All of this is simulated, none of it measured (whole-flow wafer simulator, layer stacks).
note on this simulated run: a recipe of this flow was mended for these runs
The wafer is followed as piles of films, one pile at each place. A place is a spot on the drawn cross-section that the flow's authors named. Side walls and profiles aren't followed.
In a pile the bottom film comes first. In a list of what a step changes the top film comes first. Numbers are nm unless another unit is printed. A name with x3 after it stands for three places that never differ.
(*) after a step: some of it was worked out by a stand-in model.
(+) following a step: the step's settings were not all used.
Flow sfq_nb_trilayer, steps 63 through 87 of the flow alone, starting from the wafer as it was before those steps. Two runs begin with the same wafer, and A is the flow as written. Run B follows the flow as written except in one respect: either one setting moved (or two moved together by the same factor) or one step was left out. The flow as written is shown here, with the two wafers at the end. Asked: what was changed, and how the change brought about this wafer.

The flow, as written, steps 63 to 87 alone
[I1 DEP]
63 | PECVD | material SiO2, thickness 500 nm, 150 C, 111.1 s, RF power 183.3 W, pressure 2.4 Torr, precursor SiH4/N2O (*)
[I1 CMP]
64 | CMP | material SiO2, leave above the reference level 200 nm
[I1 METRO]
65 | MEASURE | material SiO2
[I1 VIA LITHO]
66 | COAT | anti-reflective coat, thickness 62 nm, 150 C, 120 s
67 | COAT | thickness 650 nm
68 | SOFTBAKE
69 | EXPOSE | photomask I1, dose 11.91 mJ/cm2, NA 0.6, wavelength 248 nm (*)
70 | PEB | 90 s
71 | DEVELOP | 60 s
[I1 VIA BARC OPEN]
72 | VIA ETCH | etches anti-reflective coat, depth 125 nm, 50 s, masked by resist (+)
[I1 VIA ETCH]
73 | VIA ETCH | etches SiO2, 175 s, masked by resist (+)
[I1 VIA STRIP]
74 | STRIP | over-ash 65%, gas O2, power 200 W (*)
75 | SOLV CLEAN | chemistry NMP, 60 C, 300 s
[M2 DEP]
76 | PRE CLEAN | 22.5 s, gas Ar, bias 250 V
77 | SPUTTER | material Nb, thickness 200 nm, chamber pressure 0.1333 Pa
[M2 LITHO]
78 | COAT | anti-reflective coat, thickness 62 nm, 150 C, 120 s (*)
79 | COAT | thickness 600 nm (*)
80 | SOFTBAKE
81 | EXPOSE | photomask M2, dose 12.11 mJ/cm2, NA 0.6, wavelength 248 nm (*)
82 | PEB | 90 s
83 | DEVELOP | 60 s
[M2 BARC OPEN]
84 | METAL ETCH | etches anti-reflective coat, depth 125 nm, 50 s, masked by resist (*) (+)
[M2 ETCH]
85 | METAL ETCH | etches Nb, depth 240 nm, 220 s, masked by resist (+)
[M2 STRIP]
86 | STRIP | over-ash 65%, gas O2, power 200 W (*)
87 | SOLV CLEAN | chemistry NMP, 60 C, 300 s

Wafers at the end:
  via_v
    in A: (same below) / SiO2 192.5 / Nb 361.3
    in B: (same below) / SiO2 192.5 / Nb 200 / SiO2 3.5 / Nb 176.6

What caused this: step 73, VIA ETCH: 127 s was run, whereas the flow has 175 s.

The path from the change to this, step by step:
  73 | VIA ETCH | etches SiO2, 175 s, masked by resist (+)
      via_v: A -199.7 SiO2 (all of it), -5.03 Nb | B -188.7 SiO2
      field_l, v_sur, via_wl and 102 more: A -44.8 KrF-resist-other-grade | B -32.5 KrF-resist-other-grade
  74 | STRIP | over-ash 65%, gas O2, power 200 W (*)
      field_l, v_sur, via_wl and 102 more: A -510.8 KrF-resist-other-grade (all of it), -62 anti-reflective coat (all of it) | B -523.1 KrF-resist-other-grade (all of it), -62 anti-reflective coat (all of it)
  76 | PRE CLEAN | 22.5 s, gas Ar, bias 250 V
      via_v: A -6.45 Nb | B -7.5 SiO2
  77 | SPUTTER | material Nb, thickness 200 nm, chamber pressure 0.1333 Pa
      via_v: A +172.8 Nb | B +176.6 Nb (new film)
  78 | COAT | anti-reflective coat, thickness 62 nm, 150 C, 120 s (*)
      via_v: A +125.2 anti-reflective coat (new film) | B +122.1 anti-reflective coat (new film)
  86 | STRIP | over-ash 65%, gas O2, power 200 W (*)
      via_v: A -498 KrF-resist-other-grade (all of it), -125.2 anti-reflective coat (all of it) | B -484.9 KrF-resist-other-grade (all of it), -122.1 anti-reflective coat (all of it)
Taking metal films that touch as one body, via_v has 3 bodies (between them, from the top down: SiO2 3.5; SiO2 192.5); the flow as written gives 2 bodies (between them, from the top down: SiO2 192.5).
